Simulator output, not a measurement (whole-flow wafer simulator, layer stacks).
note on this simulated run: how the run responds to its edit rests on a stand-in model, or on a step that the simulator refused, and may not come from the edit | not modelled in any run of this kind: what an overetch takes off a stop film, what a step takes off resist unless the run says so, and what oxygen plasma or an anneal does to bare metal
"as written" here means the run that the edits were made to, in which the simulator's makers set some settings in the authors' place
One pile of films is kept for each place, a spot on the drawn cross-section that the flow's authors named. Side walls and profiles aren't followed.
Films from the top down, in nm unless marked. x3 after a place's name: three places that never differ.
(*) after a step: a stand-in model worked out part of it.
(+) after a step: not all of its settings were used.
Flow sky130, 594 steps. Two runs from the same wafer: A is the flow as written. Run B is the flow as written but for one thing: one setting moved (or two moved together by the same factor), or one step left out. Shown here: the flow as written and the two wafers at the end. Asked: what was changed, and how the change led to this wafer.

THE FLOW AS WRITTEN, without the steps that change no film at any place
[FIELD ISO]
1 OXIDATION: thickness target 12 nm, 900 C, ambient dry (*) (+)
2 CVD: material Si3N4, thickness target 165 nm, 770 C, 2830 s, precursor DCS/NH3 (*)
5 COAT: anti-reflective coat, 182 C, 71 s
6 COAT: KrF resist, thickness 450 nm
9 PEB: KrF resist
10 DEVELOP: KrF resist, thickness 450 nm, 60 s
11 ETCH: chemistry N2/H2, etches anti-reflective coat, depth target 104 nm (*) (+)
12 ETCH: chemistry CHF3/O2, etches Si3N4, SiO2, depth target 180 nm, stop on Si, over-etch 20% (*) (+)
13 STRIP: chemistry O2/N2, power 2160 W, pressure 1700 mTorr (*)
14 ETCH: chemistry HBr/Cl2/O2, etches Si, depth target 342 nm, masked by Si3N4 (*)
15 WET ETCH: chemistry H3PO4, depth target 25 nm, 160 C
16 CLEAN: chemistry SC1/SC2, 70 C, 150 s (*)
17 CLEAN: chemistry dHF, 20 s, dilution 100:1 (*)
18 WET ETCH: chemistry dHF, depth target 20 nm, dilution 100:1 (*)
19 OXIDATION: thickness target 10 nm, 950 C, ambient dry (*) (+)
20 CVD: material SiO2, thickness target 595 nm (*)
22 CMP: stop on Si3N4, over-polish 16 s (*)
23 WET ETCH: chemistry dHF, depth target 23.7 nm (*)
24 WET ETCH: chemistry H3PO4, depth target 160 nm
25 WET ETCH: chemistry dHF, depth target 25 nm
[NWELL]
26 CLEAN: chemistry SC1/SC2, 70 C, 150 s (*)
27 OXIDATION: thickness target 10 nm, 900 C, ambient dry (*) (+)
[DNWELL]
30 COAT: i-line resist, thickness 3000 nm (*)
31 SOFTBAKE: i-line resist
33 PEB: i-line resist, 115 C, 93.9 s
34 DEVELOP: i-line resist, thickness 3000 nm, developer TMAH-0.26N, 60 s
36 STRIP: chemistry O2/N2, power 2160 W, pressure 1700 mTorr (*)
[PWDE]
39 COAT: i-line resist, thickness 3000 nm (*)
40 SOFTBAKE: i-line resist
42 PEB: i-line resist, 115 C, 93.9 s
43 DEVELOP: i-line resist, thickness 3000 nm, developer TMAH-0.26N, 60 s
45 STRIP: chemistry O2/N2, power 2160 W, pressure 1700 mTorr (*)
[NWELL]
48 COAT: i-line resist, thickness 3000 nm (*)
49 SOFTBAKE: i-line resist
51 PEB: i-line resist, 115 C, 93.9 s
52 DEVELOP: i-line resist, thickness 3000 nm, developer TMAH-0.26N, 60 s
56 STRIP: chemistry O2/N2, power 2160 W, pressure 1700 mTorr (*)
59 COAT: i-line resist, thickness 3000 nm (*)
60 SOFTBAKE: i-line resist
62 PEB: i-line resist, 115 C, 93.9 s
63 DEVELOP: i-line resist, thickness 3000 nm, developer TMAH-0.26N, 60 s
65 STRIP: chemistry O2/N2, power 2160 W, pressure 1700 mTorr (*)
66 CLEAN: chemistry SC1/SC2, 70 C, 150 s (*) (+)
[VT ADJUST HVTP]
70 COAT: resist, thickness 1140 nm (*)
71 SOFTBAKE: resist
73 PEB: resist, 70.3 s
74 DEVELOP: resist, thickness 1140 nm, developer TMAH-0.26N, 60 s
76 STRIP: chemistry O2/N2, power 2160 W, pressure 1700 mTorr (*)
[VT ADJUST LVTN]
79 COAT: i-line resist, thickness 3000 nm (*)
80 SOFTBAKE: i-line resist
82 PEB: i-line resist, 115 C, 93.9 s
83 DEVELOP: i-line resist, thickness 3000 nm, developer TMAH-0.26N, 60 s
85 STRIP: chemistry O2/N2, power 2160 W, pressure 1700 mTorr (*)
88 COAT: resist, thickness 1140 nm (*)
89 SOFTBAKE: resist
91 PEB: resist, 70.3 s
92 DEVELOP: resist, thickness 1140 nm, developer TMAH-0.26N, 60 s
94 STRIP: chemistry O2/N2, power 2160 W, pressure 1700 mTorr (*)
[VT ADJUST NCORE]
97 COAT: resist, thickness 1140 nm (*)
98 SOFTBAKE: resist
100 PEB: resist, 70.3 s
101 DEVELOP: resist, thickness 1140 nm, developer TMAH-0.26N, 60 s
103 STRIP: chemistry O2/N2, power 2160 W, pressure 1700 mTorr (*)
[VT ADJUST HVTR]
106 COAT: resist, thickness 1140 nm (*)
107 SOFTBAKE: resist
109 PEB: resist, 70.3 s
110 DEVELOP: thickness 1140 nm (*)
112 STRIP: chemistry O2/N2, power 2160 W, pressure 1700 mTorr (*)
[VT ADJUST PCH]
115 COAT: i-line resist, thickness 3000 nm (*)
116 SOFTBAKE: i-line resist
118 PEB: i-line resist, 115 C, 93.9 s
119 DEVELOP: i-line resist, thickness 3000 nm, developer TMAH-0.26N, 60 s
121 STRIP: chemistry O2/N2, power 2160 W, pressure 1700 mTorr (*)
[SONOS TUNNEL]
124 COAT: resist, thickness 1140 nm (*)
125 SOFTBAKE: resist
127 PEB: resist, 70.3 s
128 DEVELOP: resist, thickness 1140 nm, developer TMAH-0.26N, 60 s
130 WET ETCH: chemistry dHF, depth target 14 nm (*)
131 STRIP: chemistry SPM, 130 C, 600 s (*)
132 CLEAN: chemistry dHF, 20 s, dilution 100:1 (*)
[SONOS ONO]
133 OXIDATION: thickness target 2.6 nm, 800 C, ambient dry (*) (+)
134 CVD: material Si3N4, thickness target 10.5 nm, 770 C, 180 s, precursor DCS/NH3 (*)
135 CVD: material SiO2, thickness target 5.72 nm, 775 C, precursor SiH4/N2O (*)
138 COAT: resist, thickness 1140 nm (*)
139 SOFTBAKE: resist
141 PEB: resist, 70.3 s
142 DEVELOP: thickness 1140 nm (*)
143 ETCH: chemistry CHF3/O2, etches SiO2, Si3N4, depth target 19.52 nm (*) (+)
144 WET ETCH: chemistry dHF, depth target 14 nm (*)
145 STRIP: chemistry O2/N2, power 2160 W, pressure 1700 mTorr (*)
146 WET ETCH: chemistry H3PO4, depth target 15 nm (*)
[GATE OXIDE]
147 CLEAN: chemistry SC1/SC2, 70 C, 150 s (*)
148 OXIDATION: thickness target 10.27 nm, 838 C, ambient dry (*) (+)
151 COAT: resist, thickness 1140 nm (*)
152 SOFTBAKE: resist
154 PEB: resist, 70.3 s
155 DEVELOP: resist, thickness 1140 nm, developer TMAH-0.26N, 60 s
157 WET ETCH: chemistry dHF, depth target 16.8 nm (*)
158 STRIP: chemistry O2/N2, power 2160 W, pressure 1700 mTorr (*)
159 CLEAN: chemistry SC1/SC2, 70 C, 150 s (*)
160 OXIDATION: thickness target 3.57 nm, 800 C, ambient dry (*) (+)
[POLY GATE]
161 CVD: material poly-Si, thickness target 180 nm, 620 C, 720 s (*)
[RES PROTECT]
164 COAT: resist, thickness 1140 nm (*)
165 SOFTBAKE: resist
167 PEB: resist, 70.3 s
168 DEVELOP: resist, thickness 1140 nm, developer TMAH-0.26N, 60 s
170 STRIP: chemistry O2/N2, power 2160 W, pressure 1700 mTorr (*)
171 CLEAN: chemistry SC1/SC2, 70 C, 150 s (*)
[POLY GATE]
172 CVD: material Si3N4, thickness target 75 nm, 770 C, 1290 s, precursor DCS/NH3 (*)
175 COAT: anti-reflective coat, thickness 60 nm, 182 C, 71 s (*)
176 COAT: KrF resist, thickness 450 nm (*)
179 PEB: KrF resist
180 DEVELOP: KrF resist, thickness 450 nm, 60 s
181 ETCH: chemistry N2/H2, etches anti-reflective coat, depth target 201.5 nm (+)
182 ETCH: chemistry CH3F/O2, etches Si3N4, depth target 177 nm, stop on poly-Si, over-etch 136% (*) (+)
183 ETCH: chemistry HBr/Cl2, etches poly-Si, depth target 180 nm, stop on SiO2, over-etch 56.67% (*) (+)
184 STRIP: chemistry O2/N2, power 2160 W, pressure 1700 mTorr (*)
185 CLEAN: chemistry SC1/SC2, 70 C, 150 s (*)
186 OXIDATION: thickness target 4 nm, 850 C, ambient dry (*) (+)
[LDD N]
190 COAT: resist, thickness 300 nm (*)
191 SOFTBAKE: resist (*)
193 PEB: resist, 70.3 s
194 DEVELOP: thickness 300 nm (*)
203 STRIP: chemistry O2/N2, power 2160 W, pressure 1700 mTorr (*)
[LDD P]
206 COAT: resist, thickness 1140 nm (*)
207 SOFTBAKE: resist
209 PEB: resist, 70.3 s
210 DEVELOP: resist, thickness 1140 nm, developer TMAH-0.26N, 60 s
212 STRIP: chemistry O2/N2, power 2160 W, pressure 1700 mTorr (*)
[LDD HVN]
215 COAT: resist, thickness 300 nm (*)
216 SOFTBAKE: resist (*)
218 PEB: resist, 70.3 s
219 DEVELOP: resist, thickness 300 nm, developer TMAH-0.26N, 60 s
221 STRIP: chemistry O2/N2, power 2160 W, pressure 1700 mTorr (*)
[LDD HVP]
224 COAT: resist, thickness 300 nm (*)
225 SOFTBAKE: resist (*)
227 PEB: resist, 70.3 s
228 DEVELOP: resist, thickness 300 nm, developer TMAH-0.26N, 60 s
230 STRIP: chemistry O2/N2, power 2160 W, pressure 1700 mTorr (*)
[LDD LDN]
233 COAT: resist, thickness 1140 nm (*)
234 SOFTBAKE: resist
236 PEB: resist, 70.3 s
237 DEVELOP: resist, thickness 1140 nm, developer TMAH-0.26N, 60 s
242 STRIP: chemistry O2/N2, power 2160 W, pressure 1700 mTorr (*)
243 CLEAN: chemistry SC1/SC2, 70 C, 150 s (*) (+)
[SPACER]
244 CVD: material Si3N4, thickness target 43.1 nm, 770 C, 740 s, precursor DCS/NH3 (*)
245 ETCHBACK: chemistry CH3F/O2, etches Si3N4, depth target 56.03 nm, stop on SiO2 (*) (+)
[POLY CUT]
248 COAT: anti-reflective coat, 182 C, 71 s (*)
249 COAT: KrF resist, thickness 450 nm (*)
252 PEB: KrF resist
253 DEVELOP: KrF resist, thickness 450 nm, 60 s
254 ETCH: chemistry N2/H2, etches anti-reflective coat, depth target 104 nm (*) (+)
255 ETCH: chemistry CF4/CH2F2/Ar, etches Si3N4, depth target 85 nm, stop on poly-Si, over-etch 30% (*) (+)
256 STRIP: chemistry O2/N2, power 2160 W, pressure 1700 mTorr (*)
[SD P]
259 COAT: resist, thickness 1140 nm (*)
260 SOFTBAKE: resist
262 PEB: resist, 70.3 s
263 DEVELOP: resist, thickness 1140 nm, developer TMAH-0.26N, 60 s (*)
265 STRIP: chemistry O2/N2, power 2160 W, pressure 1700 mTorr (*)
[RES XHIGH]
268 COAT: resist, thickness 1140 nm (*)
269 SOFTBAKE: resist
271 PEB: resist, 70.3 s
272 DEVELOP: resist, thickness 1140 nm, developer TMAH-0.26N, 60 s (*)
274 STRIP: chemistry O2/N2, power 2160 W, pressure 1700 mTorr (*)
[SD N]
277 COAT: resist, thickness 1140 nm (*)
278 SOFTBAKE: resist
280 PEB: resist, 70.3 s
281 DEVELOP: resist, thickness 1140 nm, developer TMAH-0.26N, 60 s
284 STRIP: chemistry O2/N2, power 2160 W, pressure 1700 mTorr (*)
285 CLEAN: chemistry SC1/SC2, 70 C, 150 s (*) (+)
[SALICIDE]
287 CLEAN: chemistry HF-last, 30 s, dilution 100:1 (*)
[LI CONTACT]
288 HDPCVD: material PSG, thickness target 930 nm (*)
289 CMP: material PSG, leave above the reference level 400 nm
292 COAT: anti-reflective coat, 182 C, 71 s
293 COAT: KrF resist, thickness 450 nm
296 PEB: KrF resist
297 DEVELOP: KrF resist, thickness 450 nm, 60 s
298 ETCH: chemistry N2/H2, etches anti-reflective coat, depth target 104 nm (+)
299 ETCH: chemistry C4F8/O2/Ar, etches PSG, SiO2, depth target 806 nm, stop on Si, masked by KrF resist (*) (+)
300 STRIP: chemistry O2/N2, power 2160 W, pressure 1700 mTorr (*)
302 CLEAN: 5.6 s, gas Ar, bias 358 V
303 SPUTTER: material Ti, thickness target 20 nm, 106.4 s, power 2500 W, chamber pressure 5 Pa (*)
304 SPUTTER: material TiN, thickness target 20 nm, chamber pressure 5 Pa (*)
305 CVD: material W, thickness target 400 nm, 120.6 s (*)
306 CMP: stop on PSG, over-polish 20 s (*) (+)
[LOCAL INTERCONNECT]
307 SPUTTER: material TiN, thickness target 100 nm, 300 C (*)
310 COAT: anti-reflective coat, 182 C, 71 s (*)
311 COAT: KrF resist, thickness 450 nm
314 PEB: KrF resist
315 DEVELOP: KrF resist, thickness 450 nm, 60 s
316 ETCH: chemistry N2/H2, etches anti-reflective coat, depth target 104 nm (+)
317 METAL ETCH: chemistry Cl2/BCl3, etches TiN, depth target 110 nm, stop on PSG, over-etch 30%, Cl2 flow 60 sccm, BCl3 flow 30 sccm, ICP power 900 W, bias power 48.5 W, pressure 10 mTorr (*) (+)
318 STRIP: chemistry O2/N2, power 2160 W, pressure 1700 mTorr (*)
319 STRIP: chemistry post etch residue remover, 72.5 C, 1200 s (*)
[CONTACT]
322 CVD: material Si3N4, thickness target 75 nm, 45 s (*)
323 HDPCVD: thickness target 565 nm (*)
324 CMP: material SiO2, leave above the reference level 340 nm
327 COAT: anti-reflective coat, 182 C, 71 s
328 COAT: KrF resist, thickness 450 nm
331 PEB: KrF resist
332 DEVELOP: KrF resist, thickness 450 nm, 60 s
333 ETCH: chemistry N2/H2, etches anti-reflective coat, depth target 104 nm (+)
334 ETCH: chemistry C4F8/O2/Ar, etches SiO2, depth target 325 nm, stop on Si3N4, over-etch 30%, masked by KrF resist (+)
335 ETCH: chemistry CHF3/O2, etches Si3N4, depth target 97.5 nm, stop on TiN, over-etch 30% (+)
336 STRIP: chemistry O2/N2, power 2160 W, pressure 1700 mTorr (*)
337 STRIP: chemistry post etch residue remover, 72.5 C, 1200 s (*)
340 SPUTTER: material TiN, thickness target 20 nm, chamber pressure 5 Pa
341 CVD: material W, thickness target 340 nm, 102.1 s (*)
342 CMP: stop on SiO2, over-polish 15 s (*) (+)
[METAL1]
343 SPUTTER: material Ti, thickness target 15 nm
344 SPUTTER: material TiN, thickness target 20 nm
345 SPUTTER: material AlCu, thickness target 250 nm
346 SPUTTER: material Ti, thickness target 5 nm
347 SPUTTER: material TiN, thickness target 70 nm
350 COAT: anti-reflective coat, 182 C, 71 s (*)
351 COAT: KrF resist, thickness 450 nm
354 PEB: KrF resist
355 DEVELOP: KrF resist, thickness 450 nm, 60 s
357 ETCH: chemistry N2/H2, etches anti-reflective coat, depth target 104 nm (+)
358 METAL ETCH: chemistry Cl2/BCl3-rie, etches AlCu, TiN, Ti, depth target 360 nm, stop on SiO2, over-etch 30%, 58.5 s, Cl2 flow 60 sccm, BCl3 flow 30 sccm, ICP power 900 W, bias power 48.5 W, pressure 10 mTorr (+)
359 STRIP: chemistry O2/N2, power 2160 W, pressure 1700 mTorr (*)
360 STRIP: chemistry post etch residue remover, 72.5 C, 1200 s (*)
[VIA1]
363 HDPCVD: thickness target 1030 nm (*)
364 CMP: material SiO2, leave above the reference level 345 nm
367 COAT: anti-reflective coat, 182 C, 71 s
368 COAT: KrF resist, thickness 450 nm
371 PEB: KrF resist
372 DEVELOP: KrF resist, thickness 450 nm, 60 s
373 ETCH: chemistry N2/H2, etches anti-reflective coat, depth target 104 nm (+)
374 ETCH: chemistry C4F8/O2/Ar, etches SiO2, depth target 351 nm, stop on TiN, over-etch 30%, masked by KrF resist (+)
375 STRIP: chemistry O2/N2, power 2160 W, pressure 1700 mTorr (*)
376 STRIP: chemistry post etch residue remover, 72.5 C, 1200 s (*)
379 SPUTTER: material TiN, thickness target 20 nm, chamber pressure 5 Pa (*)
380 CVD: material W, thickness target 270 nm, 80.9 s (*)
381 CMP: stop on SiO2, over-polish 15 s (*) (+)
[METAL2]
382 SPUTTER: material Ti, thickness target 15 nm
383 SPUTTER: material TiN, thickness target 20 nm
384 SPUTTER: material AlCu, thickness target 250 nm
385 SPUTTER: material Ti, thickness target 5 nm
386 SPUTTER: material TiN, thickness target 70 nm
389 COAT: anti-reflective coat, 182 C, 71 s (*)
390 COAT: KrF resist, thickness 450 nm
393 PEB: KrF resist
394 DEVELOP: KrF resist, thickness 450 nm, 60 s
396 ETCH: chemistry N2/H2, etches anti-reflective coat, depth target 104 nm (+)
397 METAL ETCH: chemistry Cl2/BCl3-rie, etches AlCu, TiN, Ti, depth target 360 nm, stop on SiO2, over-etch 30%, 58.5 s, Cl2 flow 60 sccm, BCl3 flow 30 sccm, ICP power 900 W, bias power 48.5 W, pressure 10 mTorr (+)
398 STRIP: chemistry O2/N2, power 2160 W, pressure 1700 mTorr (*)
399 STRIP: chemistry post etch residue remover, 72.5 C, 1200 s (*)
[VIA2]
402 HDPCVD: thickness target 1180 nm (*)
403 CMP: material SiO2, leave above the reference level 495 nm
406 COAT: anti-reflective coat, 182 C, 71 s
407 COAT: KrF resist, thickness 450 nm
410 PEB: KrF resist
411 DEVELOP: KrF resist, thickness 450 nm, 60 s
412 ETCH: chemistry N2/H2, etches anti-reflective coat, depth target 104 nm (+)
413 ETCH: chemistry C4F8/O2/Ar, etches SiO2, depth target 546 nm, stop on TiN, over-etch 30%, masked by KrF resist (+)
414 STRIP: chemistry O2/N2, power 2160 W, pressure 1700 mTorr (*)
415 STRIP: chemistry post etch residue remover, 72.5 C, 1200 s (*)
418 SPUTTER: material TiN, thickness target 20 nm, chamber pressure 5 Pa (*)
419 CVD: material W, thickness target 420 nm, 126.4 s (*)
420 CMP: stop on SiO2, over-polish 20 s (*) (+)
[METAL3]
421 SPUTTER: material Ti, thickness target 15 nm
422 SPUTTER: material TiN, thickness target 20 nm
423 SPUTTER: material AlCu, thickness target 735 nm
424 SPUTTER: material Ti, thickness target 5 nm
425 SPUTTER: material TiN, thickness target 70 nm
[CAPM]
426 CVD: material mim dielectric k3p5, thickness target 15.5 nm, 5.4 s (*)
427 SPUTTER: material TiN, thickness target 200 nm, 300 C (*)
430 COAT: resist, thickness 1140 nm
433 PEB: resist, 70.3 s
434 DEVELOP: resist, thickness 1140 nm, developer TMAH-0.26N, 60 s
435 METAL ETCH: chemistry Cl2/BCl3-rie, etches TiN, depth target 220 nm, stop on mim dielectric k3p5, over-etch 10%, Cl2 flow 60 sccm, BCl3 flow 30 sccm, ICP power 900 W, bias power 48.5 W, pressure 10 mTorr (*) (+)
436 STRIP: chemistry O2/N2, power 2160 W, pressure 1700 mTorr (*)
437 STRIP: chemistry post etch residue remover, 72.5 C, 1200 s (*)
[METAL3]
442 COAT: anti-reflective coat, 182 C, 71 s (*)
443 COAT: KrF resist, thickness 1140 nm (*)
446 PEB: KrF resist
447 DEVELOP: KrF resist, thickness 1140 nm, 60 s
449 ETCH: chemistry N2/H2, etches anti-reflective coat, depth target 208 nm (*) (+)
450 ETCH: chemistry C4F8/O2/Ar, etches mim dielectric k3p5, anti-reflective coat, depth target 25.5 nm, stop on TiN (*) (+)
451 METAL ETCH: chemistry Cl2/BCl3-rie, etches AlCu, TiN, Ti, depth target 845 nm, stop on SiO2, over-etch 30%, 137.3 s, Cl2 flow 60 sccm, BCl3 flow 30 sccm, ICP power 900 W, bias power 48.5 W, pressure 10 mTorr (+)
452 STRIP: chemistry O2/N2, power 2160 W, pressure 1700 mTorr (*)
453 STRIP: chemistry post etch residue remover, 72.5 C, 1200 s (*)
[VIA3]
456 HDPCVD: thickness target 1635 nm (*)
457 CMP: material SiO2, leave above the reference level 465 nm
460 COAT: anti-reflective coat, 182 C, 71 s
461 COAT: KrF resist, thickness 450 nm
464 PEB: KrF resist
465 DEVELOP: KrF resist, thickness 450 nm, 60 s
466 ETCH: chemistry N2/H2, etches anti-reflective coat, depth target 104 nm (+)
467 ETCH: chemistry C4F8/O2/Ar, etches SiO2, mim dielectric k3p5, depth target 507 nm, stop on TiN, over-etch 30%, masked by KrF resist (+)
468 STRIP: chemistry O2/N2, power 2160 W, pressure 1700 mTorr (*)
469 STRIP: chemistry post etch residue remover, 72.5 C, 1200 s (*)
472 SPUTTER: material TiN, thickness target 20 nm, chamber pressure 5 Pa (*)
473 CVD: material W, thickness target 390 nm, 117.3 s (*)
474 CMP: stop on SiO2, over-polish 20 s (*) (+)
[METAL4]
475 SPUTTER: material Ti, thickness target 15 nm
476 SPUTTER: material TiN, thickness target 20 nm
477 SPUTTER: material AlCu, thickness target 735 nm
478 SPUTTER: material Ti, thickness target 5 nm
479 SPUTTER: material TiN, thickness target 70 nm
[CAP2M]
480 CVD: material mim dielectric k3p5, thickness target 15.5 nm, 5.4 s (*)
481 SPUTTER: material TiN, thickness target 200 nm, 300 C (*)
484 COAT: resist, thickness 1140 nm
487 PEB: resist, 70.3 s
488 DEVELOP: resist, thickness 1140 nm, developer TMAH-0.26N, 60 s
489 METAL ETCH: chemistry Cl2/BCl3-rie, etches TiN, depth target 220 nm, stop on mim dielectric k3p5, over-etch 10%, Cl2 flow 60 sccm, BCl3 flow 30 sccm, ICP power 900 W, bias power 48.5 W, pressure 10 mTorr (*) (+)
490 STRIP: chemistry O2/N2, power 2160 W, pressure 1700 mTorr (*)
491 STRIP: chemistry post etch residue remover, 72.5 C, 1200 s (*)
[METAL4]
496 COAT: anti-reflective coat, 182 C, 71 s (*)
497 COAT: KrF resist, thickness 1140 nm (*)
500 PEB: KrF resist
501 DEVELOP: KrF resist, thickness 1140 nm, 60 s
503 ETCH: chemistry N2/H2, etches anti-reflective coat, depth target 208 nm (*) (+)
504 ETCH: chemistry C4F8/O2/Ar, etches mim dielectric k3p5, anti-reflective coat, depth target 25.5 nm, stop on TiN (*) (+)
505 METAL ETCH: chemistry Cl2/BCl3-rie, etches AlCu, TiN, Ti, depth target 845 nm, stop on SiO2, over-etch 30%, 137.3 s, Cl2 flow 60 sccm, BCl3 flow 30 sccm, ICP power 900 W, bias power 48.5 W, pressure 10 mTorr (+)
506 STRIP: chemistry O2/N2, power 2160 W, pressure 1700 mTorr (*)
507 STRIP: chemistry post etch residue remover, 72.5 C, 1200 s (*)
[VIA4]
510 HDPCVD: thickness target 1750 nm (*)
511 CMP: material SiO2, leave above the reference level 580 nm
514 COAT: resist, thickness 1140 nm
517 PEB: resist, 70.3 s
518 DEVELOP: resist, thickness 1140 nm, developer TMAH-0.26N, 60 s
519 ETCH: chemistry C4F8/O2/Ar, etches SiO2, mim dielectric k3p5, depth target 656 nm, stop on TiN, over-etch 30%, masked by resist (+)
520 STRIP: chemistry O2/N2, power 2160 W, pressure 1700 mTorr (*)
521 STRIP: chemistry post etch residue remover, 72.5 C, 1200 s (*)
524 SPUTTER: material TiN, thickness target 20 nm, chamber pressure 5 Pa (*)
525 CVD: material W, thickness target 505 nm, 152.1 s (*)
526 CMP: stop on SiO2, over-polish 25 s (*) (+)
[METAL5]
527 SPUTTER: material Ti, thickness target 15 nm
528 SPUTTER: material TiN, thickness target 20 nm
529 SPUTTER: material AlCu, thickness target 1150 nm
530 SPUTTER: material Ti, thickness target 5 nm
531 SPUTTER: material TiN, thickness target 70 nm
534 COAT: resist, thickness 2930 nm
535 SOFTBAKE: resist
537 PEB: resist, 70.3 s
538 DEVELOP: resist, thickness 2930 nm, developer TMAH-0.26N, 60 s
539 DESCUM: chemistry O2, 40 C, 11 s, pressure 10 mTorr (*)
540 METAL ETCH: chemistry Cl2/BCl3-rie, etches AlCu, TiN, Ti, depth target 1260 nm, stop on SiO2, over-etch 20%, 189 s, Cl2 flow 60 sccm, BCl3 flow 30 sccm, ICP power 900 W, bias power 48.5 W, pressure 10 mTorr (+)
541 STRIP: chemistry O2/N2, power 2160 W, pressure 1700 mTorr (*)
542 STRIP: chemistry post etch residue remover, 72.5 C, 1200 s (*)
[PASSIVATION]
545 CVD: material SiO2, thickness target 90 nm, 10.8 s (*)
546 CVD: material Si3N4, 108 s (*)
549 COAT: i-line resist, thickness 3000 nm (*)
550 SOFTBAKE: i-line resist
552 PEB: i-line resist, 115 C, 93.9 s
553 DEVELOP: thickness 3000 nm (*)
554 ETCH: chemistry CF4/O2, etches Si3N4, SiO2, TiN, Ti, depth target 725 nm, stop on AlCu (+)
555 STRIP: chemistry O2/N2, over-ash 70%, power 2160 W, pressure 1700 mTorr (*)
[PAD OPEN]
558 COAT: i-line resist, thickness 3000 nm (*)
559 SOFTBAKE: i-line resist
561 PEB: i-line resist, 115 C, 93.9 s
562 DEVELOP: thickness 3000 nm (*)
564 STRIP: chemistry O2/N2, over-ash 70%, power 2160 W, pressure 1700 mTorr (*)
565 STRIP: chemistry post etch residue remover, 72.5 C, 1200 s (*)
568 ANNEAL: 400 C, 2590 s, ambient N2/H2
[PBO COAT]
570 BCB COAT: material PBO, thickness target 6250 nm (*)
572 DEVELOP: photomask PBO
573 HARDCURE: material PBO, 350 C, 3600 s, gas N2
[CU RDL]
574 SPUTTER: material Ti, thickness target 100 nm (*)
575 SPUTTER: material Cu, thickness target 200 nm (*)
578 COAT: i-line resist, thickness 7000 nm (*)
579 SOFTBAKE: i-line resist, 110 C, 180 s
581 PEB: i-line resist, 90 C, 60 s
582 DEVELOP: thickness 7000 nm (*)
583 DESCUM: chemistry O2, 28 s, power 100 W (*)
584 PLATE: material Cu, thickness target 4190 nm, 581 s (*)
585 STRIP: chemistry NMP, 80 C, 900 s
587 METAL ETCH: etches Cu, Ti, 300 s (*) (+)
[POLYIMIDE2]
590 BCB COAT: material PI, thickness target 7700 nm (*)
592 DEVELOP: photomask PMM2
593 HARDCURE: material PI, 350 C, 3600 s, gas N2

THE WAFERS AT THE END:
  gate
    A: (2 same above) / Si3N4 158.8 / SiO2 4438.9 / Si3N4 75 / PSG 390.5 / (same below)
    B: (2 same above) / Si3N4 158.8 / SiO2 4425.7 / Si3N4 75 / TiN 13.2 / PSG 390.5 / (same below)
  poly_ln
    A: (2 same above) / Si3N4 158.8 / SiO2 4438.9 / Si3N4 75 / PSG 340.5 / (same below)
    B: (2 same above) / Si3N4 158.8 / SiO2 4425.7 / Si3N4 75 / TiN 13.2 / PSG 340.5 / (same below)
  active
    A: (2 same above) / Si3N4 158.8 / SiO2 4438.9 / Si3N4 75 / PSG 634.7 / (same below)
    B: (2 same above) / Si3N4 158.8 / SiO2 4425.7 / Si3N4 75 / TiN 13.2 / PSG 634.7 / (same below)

The cause: step 316, ETCH: depth target 63.4 nm was run, where the flow has depth target 104 nm.

How the change led to this, step by step:
  316 ETCH: chemistry N2/H2, etches anti-reflective coat, depth target 104 nm (+)
      field, active, gate and 87 more: A anti-reflective coat -80 (all of it), TiN -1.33 | B anti-reflective coat -63.4
      rpo_hd: A anti-reflective coat -80 (all of it), TiN -1.34 | B anti-reflective coat -63.4
      (and at 100 more places)
  317 METAL ETCH: chemistry Cl2/BCl3, etches TiN, depth target 110 nm, stop on PSG, over-etch 30%, Cl2 flow 60 sccm, BCl3 flow 30 sccm, ICP power 900 W, bias power 48.5 W, pressure 10 mTorr (*) (+)
      field, active, gate and 88 more: A TiN -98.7 (all of it) | B anti-reflective coat -16.6 (all of it), TiN -86.4
  318 STRIP: chemistry O2/N2, power 2160 W, pressure 1700 mTorr (*)
      n_well, p_well, gate_hv and 93 more: A KrF resist -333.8 (all of it), anti-reflective coat -80 (all of it) | B KrF resist -356.4 (all of it), anti-reflective coat -80 (all of it)
      poly_licon, ndiff_licon, ndiff_licon_cpp, rpo_hd_licon: A KrF resist -333.9 (all of it), anti-reflective coat -80.5 (all of it) | B KrF resist -356.4 (all of it), anti-reflective coat -80.5 (all of it)
  324 CMP: material SiO2, leave above the reference level 340 nm
      field, active, gate and 88 more: A SiO2 -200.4 | B SiO2 -213.6
Counting metal films that touch as one body, gate has 1 body; the flow as written gives 0 bodies.
Counting metal films that touch as one body, poly_ln has 1 body; the flow as written gives 0 bodies.
Counting metal films that touch as one body, active has 1 body; the flow as written gives 0 bodies.
